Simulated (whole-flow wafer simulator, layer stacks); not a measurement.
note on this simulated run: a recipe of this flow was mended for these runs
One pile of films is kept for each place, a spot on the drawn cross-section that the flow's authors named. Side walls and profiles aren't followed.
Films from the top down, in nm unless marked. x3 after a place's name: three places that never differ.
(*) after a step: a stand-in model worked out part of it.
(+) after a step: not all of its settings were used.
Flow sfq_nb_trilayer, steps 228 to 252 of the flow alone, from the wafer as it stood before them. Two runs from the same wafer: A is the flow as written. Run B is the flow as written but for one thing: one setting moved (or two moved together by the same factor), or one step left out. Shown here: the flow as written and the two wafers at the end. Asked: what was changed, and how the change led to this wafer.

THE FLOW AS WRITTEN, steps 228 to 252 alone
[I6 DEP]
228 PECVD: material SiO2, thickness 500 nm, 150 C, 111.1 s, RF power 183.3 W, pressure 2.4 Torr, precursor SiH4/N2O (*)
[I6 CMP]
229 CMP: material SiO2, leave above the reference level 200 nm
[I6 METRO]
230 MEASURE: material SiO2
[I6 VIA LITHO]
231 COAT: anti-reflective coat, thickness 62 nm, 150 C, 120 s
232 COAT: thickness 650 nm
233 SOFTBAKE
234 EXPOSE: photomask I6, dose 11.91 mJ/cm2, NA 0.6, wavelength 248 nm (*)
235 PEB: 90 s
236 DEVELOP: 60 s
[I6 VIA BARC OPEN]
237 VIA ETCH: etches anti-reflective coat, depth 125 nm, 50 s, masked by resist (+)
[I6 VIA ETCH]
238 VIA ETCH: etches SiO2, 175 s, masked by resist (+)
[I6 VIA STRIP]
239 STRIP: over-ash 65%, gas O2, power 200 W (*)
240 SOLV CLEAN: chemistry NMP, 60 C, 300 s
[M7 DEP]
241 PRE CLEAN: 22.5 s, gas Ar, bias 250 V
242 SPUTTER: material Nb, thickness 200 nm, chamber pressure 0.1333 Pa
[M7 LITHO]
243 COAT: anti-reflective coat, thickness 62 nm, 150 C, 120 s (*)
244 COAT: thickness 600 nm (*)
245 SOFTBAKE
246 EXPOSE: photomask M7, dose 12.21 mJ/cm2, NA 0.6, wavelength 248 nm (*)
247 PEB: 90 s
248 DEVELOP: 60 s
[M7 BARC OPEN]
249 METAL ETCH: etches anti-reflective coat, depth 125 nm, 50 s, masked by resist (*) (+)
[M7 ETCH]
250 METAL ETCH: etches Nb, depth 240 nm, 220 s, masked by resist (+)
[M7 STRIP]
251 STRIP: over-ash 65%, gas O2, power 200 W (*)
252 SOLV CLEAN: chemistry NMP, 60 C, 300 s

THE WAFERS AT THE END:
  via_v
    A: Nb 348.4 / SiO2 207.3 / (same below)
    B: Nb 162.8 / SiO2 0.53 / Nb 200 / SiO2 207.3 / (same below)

The cause: step 238, VIA ETCH: 129 s was run, where the flow has 175 s.

How the change led to this, step by step:
  238 VIA ETCH: etches SiO2, 175 s, masked by resist (+)
      via_v: A SiO2 -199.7 (all of it), Nb -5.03 | B SiO2 -191.7
      field_l, v_sur, via_wl and 102 more: A KrF-resist-other-grade -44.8 | B KrF-resist-other-grade -33
  239 STRIP: over-ash 65%, gas O2, power 200 W (*)
      field_l, v_sur, via_wl and 102 more: A KrF-resist-other-grade -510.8 (all of it), anti-reflective coat -62 (all of it) | B KrF-resist-other-grade -522.6 (all of it), anti-reflective coat -62 (all of it)
  241 PRE CLEAN: 22.5 s, gas Ar, bias 250 V
      via_v: A Nb -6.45 | B SiO2 -7.5
  242 SPUTTER: material Nb, thickness 200 nm, chamber pressure 0.1333 Pa
      via_v: A Nb +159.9 | B Nb +162.8 (new film)
  243 COAT: anti-reflective coat, thickness 62 nm, 150 C, 120 s (*)
      via_wr: A anti-reflective coat +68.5 (new film) | B anti-reflective coat +66.1 (new film)
      via_sp: A anti-reflective coat +41.7 (new film) | B anti-reflective coat +38.8 (new film)
      (and at 3 more places)
  251 STRIP: over-ash 65%, gas O2, power 200 W (*)
      via_wr: A KrF-resist-other-grade -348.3 (all of it), anti-reflective coat -68.5 (all of it) | B KrF-resist-other-grade -350 (all of it), anti-reflective coat -66.1 (all of it)
      via_sp: A KrF-resist-other-grade -364.2 (all of it), anti-reflective coat -41.7 (all of it) | B KrF-resist-other-grade -366.3 (all of it), anti-reflective coat -38.8 (all of it)
      (and at 3 more places)
Counting metal films that touch as one body, via_v has 6 bodies (between them, from the top down: SiO2 0.53; SiO2 207.3 / Al2O3 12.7 / Nb2O5 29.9; SiO2 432; SiO2 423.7; SiO2 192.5); the flow as written gives 5 bodies (between them, from the top down: SiO2 207.3 / Al2O3 12.7 / Nb2O5 29.9; SiO2 432; SiO2 423.7; SiO2 192.5).
